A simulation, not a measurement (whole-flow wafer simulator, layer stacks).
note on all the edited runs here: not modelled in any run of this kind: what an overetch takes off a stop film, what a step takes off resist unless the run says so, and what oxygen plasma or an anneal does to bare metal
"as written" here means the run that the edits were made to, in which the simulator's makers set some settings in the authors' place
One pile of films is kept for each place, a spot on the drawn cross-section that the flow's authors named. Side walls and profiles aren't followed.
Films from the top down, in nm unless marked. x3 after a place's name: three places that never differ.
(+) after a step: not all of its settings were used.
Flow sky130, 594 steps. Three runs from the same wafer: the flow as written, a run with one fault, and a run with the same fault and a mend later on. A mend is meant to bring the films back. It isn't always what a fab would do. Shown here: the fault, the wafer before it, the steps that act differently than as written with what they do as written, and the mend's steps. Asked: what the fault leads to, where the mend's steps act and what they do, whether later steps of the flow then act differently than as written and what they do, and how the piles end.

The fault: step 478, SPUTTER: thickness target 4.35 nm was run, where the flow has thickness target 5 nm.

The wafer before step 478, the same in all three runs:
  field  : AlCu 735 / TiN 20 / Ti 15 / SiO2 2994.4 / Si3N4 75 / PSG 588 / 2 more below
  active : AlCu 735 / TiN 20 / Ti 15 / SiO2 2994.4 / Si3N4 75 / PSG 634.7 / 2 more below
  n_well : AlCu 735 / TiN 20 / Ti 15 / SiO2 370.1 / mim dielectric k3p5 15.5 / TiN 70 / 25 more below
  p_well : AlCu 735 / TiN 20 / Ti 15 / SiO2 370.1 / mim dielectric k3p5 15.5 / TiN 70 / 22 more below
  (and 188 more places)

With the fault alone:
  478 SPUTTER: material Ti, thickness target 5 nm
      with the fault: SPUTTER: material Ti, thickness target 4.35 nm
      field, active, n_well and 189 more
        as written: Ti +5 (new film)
        with the fault: Ti +4.35 (new film)
  Later steps of the flow that act differently than as written (11 more steps differ only slightly, by at most 2% or 0.5 nm, whichever is larger, and aren't shown):
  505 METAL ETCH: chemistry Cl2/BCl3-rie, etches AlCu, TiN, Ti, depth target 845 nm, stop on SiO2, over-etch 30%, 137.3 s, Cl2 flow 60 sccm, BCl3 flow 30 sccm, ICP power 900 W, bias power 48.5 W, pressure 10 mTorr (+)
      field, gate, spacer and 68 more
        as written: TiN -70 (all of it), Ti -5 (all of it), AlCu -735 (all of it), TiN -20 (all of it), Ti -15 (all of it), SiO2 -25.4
        with the fault: TiN -70 (all of it), Ti -4.35 (all of it), AlCu -735 (all of it), TiN -20 (all of it), Ti -15 (all of it), SiO2 -25.4
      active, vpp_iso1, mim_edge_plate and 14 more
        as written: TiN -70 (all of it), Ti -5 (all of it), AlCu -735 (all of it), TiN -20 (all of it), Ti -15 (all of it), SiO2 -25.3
        with the fault: TiN -70 (all of it), Ti -4.35 (all of it), AlCu -735 (all of it), TiN -20 (all of it), Ti -15 (all of it), SiO2 -25.4
  At the end the piles differ from the flow's by more than 2% or 0.5 nm, whichever is larger, at n_well, p_well, gate_hv and 102 more.
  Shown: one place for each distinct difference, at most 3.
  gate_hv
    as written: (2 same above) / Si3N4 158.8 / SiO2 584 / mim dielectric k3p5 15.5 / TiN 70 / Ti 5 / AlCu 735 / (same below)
    with the fault: (2 same above) / Si3N4 158.8 / SiO2 584.6 / mim dielectric k3p5 15.5 / TiN 70 / Ti 4.35 / AlCu 735 / (same below)
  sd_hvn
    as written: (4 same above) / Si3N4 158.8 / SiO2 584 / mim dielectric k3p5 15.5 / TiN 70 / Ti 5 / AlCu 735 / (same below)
    with the fault: (4 same above) / Si3N4 158.8 / SiO2 584.6 / mim dielectric k3p5 15.5 / TiN 70 / Ti 4.35 / AlCu 735 / (same below)
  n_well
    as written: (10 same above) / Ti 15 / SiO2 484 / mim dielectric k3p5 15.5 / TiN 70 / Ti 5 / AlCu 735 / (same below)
    with the fault: (10 same above) / Ti 15 / SiO2 484.7 / mim dielectric k3p5 15.5 / TiN 70 / Ti 4.35 / AlCu 735 / (same below)

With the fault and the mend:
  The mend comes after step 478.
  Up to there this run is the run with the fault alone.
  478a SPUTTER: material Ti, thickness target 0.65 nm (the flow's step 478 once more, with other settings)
      field, active, n_well and 189 more
        Ti +0.65
  No later step of the flow acts differently than as written at any place that is followed.
  At the end the piles are the same as the flow's at every place that both follow.
